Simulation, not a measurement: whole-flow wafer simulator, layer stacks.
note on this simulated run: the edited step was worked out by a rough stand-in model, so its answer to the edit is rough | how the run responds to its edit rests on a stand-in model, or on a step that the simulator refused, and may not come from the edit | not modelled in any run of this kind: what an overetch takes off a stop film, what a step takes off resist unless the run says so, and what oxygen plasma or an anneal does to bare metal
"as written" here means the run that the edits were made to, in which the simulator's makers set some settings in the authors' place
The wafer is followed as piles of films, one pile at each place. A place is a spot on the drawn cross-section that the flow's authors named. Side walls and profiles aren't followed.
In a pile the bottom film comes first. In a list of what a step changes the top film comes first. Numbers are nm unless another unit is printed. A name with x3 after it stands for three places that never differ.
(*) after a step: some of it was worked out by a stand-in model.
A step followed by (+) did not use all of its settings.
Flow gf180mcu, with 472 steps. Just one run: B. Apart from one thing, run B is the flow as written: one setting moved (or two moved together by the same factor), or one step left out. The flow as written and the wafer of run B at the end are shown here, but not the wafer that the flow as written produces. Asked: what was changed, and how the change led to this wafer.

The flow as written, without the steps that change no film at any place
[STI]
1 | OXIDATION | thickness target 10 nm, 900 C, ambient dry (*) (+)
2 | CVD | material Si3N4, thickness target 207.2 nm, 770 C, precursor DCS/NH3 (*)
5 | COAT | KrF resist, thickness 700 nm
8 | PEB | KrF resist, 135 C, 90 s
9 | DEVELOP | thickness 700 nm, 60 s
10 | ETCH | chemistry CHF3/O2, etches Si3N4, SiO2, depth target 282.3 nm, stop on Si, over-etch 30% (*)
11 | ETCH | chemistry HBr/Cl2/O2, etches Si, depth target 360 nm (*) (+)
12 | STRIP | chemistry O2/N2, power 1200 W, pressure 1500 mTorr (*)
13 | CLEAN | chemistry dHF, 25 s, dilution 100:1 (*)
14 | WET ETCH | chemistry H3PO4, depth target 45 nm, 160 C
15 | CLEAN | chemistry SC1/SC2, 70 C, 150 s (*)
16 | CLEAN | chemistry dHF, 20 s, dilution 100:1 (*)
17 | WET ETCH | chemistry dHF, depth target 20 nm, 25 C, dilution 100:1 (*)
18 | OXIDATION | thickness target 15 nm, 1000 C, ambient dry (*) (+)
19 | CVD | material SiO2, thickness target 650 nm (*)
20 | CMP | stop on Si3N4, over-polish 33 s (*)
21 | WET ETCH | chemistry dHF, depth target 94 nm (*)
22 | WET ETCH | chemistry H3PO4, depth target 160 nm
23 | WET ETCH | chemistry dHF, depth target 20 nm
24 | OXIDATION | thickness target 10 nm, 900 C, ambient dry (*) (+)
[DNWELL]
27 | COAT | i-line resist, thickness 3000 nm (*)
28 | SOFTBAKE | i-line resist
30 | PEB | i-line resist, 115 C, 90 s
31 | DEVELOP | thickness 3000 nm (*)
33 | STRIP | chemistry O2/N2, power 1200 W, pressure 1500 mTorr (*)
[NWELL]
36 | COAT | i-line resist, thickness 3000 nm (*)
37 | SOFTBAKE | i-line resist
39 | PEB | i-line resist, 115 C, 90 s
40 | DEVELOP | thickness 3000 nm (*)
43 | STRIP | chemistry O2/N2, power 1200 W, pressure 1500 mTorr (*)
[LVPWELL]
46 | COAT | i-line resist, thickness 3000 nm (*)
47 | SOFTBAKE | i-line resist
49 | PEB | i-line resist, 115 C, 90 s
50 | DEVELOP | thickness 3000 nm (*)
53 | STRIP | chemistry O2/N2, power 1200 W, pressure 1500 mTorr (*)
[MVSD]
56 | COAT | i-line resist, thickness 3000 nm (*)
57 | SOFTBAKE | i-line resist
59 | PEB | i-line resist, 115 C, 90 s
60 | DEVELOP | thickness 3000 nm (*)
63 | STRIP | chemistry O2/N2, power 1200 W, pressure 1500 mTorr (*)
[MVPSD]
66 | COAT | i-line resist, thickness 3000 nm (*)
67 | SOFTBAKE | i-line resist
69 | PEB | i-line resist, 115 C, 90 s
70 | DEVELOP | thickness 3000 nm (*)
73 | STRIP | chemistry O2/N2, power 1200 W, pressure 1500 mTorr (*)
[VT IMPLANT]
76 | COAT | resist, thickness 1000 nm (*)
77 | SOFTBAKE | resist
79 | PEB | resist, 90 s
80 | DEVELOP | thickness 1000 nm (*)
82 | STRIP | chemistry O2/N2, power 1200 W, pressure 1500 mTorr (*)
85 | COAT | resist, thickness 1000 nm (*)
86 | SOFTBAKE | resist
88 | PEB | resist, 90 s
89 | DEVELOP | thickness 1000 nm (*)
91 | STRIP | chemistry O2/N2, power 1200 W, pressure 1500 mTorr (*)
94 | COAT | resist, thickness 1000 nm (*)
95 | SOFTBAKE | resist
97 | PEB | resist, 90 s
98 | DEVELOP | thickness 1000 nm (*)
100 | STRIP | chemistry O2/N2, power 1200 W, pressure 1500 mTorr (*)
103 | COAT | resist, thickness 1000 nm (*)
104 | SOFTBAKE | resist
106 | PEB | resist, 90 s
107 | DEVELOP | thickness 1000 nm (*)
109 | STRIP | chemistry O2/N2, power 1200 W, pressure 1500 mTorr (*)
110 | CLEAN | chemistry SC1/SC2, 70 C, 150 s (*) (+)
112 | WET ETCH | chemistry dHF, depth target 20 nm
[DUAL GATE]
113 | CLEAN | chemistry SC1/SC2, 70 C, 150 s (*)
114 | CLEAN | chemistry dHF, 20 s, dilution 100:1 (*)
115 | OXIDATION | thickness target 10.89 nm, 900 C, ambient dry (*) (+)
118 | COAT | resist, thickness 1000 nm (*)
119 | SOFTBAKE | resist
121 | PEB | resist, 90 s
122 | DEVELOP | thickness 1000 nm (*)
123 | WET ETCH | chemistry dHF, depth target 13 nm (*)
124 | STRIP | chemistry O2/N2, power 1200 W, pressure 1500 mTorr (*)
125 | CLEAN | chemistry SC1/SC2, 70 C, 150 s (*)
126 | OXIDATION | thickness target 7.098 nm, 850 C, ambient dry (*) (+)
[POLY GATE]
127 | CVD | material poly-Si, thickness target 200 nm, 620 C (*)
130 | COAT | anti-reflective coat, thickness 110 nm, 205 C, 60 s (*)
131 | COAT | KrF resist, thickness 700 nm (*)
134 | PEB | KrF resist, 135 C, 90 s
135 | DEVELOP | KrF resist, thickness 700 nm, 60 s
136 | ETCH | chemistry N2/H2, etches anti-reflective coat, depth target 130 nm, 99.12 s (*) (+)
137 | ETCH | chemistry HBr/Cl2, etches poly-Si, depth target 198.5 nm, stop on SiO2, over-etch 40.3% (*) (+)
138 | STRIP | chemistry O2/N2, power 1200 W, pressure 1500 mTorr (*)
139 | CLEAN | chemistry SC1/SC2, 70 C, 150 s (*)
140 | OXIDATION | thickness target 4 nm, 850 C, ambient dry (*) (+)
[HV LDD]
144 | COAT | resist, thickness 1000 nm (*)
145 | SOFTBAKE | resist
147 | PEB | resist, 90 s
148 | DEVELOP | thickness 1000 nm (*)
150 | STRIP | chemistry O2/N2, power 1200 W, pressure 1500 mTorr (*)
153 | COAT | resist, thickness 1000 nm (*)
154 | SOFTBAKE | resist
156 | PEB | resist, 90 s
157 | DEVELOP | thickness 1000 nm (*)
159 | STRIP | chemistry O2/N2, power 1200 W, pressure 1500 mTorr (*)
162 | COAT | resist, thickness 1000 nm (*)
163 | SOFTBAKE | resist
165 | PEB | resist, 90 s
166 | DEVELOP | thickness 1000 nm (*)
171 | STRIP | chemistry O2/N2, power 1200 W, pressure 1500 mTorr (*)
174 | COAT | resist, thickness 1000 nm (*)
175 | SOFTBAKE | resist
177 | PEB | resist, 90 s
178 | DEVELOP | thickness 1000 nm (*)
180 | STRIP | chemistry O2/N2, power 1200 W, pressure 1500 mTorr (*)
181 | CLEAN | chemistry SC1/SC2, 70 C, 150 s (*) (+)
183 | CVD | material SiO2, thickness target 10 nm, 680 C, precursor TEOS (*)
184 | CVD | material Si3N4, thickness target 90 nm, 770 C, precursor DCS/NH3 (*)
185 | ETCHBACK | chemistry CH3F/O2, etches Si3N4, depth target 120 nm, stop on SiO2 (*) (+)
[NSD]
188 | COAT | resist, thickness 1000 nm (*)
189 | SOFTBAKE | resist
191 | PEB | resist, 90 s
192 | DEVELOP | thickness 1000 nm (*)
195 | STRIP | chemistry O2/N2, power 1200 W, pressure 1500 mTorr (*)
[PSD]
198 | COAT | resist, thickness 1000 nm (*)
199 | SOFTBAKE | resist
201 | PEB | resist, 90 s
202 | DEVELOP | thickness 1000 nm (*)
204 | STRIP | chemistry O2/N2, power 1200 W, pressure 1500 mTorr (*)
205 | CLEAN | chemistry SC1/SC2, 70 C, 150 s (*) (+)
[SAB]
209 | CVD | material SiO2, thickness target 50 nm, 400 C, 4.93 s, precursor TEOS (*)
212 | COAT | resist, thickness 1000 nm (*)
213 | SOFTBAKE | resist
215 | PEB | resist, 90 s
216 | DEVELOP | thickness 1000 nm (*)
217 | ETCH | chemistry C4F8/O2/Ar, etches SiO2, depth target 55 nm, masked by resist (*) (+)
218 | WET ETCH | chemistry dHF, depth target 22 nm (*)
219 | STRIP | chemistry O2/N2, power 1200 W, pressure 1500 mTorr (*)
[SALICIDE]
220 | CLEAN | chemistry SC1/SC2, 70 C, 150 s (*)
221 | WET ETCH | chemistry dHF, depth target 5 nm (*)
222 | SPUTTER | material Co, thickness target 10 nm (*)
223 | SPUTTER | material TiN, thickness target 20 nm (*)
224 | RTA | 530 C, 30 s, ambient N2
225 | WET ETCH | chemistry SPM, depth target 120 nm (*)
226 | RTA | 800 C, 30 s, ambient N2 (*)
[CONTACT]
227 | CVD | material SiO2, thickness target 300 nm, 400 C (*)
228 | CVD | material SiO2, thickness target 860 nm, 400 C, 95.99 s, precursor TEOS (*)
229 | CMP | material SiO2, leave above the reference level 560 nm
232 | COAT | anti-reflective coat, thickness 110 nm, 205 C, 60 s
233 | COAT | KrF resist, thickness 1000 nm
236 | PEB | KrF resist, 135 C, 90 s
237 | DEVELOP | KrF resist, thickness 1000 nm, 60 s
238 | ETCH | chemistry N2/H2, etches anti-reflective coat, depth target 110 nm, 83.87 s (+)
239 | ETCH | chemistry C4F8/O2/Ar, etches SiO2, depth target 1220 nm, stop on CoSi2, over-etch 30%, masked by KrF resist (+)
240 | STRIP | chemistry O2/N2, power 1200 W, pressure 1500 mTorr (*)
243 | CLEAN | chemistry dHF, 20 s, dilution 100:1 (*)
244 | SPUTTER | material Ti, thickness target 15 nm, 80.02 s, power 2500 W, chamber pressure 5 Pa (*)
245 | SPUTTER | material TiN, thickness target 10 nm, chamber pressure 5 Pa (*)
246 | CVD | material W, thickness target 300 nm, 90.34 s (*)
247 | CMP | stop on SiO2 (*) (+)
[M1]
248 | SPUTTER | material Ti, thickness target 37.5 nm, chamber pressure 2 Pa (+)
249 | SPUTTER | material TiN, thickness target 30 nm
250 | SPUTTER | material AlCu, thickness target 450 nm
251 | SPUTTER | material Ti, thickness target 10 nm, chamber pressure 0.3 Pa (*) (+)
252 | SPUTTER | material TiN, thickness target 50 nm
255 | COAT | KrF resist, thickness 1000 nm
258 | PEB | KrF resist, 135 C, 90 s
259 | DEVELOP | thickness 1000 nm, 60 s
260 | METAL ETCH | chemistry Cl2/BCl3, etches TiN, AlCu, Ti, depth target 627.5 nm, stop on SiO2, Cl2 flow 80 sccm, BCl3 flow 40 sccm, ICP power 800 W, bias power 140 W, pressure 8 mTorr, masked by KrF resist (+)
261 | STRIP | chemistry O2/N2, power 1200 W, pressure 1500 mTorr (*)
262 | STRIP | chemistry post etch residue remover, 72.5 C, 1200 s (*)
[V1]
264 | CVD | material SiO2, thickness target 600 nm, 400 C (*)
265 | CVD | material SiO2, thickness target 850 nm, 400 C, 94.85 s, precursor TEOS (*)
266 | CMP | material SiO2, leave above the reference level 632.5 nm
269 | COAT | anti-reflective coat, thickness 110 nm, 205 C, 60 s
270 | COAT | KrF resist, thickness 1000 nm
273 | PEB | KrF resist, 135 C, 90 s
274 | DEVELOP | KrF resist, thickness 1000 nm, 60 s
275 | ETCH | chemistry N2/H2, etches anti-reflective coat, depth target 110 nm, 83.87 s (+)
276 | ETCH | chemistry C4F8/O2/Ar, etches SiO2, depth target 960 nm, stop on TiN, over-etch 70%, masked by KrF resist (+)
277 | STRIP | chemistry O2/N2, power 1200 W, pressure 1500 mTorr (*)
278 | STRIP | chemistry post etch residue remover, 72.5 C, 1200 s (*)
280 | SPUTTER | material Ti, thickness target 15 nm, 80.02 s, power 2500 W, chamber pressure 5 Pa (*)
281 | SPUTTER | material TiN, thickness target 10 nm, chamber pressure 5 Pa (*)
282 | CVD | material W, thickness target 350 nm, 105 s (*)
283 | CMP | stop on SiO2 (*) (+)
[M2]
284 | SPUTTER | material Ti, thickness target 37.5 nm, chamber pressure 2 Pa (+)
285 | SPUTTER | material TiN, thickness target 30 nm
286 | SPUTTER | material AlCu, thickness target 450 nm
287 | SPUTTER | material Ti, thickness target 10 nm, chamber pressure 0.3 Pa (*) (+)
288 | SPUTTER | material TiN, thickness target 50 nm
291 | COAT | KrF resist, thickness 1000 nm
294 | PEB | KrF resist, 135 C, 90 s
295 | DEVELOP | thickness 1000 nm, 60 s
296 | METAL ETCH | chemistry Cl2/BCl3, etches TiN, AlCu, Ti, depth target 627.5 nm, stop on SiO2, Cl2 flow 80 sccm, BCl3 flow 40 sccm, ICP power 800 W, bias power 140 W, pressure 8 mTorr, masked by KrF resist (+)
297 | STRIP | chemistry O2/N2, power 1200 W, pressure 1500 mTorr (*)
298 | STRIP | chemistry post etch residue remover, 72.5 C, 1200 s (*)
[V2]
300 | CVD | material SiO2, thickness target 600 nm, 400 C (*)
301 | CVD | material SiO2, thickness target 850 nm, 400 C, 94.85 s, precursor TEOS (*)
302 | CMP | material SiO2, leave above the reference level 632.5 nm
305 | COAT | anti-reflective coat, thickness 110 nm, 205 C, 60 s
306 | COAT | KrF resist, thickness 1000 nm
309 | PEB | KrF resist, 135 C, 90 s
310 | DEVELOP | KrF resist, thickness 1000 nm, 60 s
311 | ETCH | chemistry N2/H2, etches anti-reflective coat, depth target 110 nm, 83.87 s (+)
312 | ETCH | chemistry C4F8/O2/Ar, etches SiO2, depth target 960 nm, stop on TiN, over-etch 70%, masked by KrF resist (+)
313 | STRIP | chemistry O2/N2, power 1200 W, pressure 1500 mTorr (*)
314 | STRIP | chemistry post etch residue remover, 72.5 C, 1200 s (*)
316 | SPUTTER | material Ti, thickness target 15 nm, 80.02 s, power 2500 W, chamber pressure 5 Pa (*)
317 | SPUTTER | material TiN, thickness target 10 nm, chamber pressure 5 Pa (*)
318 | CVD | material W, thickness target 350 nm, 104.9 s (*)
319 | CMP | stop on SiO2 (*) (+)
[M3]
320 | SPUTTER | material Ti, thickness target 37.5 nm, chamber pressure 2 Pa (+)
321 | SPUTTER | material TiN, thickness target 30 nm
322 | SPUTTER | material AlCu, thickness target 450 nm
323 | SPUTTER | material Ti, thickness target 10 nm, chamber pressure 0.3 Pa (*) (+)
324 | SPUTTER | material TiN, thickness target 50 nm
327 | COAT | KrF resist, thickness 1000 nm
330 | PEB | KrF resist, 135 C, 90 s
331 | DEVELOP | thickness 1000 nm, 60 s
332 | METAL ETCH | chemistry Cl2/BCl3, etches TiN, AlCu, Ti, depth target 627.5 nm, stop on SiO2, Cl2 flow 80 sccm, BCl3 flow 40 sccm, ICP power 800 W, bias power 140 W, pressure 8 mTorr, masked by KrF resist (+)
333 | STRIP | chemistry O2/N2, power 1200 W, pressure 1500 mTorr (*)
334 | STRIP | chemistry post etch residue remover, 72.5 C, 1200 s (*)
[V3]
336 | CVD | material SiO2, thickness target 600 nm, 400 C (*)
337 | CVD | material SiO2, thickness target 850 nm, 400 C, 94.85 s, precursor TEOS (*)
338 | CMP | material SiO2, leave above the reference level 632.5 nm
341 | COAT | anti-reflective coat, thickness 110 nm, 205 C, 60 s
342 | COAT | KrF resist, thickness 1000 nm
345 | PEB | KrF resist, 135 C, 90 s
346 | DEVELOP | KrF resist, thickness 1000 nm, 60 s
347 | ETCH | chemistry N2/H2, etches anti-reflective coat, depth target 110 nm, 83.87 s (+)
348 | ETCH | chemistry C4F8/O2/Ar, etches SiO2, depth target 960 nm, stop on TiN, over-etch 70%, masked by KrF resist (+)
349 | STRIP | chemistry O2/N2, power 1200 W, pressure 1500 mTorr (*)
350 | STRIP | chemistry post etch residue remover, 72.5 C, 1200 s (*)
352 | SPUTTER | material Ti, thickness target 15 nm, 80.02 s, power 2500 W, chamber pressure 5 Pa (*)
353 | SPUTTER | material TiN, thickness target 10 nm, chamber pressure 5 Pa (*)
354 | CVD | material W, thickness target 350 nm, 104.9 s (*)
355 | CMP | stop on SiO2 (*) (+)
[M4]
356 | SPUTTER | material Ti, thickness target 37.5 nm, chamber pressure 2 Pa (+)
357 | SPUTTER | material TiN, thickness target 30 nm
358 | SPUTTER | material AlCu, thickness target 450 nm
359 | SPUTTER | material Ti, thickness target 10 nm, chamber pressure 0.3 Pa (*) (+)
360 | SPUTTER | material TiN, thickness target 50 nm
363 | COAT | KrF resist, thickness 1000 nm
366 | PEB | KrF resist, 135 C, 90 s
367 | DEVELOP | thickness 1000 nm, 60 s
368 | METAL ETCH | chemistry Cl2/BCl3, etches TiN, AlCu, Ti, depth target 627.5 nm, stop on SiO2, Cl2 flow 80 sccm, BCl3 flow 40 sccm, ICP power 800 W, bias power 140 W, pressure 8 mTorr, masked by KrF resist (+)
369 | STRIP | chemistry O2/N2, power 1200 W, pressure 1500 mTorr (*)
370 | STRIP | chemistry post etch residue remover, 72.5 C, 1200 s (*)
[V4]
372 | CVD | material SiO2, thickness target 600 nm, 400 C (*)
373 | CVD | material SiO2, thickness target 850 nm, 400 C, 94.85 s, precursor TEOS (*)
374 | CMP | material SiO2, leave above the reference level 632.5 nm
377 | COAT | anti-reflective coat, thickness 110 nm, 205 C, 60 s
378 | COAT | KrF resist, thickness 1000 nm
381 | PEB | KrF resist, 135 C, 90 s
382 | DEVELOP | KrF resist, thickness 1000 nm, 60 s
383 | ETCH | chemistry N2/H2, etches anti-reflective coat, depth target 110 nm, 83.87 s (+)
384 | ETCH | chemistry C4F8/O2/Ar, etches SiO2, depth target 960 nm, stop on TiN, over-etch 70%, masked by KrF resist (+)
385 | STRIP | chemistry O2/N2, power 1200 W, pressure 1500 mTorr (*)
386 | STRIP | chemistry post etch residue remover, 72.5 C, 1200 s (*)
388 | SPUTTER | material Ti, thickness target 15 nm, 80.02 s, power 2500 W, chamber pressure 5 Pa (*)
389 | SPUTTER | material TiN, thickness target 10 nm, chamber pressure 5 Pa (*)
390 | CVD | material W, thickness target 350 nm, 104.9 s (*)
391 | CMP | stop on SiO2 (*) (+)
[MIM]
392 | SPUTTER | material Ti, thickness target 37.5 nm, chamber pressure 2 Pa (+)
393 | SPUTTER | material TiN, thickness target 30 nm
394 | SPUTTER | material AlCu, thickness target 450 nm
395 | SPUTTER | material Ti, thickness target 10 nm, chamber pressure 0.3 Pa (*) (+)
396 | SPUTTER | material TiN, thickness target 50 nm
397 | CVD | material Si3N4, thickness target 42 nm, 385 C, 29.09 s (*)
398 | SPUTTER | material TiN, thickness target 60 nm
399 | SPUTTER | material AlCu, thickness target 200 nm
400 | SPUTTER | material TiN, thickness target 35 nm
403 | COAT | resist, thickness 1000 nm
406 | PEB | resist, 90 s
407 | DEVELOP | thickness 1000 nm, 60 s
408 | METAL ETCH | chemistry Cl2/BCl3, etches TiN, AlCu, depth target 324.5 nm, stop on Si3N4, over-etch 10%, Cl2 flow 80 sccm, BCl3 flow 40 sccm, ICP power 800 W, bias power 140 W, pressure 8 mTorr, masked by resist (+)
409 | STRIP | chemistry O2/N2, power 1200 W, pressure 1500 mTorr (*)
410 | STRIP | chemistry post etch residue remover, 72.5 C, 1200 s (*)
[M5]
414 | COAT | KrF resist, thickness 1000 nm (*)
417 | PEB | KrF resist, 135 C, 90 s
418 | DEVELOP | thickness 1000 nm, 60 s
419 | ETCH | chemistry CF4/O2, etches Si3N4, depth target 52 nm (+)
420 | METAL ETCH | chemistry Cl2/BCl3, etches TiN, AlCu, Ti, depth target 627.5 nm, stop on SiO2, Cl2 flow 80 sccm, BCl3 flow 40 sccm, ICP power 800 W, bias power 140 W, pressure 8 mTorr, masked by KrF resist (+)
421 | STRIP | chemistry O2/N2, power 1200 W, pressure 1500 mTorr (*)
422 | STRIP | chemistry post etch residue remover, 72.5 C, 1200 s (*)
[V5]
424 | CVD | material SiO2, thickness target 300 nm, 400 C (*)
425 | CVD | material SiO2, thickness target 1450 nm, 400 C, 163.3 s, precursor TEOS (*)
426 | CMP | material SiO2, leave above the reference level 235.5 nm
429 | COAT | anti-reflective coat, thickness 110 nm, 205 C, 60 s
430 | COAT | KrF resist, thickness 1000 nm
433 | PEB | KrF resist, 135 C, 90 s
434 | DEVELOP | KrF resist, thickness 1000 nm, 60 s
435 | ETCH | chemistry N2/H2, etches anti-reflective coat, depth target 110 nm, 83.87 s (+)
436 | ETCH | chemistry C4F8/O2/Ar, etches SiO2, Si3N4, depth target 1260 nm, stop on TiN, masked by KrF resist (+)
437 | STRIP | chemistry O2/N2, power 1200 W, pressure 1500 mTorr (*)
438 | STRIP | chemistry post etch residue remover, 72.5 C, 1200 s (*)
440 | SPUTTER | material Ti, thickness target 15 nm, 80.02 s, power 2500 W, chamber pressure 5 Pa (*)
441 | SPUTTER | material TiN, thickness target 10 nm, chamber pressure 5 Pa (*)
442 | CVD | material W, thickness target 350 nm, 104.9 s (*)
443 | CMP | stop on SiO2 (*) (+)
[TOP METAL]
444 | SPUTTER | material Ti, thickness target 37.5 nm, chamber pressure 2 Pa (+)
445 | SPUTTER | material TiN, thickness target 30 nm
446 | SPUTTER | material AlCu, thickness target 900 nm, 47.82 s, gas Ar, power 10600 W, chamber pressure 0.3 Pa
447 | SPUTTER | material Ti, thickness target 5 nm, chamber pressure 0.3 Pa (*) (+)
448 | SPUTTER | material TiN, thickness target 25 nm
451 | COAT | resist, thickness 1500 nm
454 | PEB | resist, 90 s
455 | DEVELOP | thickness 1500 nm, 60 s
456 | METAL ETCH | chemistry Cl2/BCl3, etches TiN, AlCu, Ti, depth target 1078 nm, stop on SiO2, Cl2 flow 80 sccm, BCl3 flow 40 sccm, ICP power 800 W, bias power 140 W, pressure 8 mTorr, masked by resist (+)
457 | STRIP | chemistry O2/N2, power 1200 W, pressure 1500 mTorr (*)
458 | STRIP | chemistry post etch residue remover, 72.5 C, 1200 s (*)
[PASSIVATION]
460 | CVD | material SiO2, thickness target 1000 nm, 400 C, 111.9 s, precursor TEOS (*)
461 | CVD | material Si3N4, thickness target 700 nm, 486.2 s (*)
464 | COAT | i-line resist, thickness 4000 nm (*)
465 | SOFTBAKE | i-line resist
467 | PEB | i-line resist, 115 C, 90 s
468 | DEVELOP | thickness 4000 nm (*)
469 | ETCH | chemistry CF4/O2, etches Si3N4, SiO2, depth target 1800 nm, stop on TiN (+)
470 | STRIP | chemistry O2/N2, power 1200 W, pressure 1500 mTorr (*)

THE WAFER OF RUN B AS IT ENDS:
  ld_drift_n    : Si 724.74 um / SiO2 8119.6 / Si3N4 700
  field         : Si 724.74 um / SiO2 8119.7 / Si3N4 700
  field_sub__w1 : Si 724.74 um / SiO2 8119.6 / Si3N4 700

The reason: step 11, ETCH: depth target 252 nm was run, whereas the flow has depth target 360 nm.

The path from the change to this, step by step:
  11 | ETCH | chemistry HBr/Cl2/O2, etches Si, depth target 360 nm (*) (+)
      active, n_well, p_well and 40 more: KrF resist loses 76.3 (it would be, as written: KrF resist loses 112.3)
      field, field_sub, sti and 34 more: Si loses 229 (it would be, as written: Si loses 337)
  12 | STRIP | chemistry O2/N2, power 1200 W, pressure 1500 mTorr (*)
      active, n_well, p_well and 40 more: KrF resist loses 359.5 (all of it) (it would be, as written: KrF resist loses 323.5 (all of it))
  19 | CVD | material SiO2, thickness target 650 nm (*)
      m1, ld_fp_n, ld_drift_n and 8 more: SiO2 gains 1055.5 (it would be, as written: SiO2 gains 1163.5)
  20 | CMP | stop on Si3N4, over-polish 33 s (*)
      sti, mim_1p0, pad and 11 more: SiO2 loses 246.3 (it would be, as written: SiO2 loses 138.3)
      nw_enc_fld, nw_enc_fld_lv: SiO2 loses 250.3 (it would be, as written: SiO2 loses 142.4)
      (as well as at 10 more places)
  189 | SOFTBAKE | resist
      field__w9: resist loses 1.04 (it would be, as written: resist gains 1.85)
  199 | SOFTBAKE | resist
      field__w9: resist loses 1.04 (it would be, as written: resist gains 1.85)
